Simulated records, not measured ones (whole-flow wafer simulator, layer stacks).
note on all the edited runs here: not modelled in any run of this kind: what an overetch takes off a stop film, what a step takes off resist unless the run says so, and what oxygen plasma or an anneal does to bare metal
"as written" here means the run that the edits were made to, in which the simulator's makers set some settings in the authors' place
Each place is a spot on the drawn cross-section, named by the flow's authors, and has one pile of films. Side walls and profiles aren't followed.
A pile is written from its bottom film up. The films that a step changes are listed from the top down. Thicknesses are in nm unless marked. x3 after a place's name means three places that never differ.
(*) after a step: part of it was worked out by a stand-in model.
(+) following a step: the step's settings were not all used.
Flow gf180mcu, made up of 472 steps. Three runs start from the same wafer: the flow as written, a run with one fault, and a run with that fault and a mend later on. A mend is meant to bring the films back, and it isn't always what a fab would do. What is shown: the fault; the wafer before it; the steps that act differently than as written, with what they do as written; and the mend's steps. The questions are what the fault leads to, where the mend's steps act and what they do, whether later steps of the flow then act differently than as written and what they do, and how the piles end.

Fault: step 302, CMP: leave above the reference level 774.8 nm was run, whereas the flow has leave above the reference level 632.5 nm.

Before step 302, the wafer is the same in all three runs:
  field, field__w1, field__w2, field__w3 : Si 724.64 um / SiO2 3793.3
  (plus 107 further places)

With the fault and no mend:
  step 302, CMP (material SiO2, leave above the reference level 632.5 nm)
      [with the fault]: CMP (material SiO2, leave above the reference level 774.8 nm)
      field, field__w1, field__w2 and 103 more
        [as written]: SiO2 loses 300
        [with the fault]: SiO2 loses 157.7
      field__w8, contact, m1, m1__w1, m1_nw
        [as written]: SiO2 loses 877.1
        [with the fault]: SiO2 loses 734.8
  Steps later in the flow that act otherwise than as written:
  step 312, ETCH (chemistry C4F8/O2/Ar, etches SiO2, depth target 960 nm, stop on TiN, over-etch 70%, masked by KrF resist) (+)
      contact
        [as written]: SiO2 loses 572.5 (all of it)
        [with the fault]: SiO2 loses 714.8 (all of it)
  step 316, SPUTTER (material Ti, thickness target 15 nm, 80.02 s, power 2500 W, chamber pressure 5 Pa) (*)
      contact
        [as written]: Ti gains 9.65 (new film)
        [with the fault]: Ti gains 8.89 (new film)
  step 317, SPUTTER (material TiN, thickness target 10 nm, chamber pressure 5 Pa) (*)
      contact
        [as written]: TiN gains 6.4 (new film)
        [with the fault]: TiN gains 5.89 (new film)
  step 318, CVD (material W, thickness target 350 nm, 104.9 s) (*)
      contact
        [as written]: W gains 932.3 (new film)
        [with the fault]: W gains 1075.9 (new film)
  At field__w4, field__w8, contact and 9 more, the piles at the end differ from the flow's by more than 2% or 0.5 nm, whichever is larger.
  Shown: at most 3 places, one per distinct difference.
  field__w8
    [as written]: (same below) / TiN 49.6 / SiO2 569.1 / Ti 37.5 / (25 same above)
    [with the fault]: (same below) / TiN 49.6 / SiO2 711.4 / Ti 37.5 / (25 same above)
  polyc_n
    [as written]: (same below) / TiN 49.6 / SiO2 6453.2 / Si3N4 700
    [with the fault]: (same below) / TiN 49.6 / SiO2 6595.5 / Si3N4 700
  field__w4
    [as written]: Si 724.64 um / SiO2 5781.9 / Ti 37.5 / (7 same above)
    [with the fault]: Si 724.64 um / SiO2 5924.2 / Ti 37.5 / (7 same above)

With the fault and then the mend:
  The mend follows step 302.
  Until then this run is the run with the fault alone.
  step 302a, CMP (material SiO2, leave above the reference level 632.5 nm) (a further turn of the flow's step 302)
      field, field__w1, field__w2 and 108 more
        SiO2 loses 142.3
  Every later step of the flow that is run acts as written at every place that is followed.
  By the end, the piles equal the flow's at every place that both follow.
